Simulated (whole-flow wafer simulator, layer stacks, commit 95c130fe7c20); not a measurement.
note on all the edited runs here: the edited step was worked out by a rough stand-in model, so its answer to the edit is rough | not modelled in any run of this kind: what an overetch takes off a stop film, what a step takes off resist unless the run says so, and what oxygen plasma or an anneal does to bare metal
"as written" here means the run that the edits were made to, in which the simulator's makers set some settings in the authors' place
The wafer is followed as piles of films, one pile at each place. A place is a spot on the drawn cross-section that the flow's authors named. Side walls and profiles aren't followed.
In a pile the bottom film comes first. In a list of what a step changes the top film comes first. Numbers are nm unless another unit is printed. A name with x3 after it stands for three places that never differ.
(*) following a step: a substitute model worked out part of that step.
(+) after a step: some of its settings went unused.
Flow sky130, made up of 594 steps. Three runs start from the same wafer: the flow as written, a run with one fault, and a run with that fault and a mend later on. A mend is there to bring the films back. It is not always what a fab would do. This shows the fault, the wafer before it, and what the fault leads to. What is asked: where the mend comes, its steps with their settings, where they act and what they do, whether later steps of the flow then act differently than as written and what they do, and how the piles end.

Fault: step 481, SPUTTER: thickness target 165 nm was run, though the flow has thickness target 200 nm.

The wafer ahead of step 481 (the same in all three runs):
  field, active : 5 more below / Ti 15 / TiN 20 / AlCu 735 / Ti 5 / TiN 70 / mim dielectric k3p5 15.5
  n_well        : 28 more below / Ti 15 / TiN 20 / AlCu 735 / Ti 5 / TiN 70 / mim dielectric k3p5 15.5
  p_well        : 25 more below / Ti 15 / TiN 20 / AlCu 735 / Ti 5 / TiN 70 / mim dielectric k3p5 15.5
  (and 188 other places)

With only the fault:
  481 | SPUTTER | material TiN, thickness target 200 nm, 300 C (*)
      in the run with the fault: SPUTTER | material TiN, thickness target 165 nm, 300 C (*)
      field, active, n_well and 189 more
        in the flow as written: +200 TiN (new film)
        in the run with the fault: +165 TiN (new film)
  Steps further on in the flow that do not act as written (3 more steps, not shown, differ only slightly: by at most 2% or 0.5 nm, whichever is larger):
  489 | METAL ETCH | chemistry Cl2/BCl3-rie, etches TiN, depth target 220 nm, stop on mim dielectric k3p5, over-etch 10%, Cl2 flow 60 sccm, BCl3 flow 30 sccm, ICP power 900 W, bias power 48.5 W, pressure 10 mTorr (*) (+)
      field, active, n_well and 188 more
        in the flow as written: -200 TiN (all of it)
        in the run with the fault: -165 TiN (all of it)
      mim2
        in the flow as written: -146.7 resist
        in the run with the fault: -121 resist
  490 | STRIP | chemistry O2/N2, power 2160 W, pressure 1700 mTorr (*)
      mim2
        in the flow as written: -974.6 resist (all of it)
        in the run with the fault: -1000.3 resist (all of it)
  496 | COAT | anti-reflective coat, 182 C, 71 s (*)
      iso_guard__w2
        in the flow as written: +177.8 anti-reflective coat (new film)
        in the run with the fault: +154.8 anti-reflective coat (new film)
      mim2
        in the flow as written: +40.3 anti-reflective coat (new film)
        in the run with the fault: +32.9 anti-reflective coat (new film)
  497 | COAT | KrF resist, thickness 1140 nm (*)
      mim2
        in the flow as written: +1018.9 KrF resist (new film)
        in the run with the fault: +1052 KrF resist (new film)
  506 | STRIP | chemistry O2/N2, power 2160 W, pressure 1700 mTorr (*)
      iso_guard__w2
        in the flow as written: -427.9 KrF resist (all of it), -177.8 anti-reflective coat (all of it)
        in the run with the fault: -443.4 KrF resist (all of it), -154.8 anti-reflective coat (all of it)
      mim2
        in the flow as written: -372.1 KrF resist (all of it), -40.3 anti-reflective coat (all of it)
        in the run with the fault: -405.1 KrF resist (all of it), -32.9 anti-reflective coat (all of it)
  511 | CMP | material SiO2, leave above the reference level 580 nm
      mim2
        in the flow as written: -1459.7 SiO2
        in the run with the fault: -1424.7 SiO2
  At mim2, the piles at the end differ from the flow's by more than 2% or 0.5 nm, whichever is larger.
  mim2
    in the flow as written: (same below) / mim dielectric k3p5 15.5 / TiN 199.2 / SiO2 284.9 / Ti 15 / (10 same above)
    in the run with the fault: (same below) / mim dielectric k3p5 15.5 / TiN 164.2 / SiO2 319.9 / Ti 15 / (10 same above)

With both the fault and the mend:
  The mend stands after step 481.
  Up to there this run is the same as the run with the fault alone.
  481a | SPUTTER | material TiN, thickness target 35 nm, 300 C (*) (the flow's step 481, run once more with other settings)
      field, active, n_well and 189 more
        +35 TiN
  None of the later steps of the flow acts differently than as written at any place that is followed.
  By the end, the piles equal the flow's at every place that both follow.
